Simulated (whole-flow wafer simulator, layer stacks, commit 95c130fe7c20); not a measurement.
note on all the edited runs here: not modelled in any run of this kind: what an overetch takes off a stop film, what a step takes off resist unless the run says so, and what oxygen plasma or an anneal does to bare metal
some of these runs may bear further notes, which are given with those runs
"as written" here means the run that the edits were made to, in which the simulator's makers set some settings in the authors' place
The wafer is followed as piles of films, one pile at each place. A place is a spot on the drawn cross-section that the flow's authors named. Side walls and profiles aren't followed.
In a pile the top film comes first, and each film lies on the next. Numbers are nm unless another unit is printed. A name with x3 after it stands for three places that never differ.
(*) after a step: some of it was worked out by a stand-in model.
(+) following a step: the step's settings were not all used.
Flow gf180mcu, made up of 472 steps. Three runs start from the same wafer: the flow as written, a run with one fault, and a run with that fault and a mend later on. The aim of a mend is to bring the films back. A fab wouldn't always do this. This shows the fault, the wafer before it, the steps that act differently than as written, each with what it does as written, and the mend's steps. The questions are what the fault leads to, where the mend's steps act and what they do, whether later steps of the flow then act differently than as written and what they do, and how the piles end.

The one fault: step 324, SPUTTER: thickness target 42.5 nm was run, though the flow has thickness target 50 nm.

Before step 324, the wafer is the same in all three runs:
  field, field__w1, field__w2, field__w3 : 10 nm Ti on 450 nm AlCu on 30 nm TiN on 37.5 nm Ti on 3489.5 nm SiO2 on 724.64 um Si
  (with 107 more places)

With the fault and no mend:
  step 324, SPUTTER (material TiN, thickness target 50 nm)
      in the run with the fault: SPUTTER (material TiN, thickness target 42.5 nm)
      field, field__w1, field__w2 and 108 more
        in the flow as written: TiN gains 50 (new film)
        in the run with the fault: TiN gains 42.5 (new film)
  Later steps of the flow acting differently than as written (5 more steps, not shown, differ only slightly: by at most 2% or 0.5 nm, whichever is larger):
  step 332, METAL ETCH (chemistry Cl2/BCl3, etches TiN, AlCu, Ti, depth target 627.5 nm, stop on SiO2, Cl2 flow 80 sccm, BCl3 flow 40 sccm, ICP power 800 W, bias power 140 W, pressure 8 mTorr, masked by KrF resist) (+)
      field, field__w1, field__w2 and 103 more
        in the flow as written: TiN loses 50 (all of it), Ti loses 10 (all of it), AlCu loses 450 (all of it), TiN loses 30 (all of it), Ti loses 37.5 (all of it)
        in the run with the fault: TiN loses 42.5 (all of it), Ti loses 10 (all of it), AlCu loses 450 (all of it), TiN loses 30 (all of it), Ti loses 37.5 (all of it)
  At field__w8, contact, m1, m1__w1, m1_nw, the piles at the end differ from the flow's by more than 2% or 0.5 nm, whichever is larger.
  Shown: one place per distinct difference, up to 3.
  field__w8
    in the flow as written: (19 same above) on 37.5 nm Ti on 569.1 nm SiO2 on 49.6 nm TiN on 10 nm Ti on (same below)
    in the run with the fault: (19 same above) on 37.5 nm Ti on 576.6 nm SiO2 on 42.1 nm TiN on 10 nm Ti on (same below)
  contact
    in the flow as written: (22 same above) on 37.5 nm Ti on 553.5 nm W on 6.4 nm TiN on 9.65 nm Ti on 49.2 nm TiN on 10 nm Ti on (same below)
    in the run with the fault: (22 same above) on 37.5 nm Ti on 561.1 nm W on 6.38 nm TiN on 9.61 nm Ti on 41.7 nm TiN on 10 nm Ti on (same below)

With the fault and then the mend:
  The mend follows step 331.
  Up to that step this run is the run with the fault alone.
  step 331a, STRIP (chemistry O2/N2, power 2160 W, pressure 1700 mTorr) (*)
      field__w8, contact, m1, m1__w1, m1_nw
        KrF resist loses 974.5 (all of it)
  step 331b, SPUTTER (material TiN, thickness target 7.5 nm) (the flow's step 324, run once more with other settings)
      field, field__w1, field__w2 and 108 more
        TiN gains 7.5
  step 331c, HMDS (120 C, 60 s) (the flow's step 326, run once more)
      alters no film at any place that is followed
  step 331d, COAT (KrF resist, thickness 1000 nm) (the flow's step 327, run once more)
      field, field__w1, field__w2 and 108 more
        KrF resist gains 1000 (new film)
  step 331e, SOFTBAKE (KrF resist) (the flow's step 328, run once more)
      alters no film at any place that is followed
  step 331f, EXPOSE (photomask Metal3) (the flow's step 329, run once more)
      alters no film at any place that is followed
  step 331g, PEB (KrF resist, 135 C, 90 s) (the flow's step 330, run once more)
      field, field__w1, field__w2 and 108 more
        KrF resist loses 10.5
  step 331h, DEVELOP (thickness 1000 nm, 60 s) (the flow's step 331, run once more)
      field, field__w1, field__w2 and 103 more
        KrF resist loses 989.5 (all of it)
      field__w8, contact, m1, m1__w1, m1_nw
        KrF resist loses 14.9
  Later steps of the flow that are run all act as written at every place that is followed.
  By the end, the piles equal the flow's at every place that both follow.
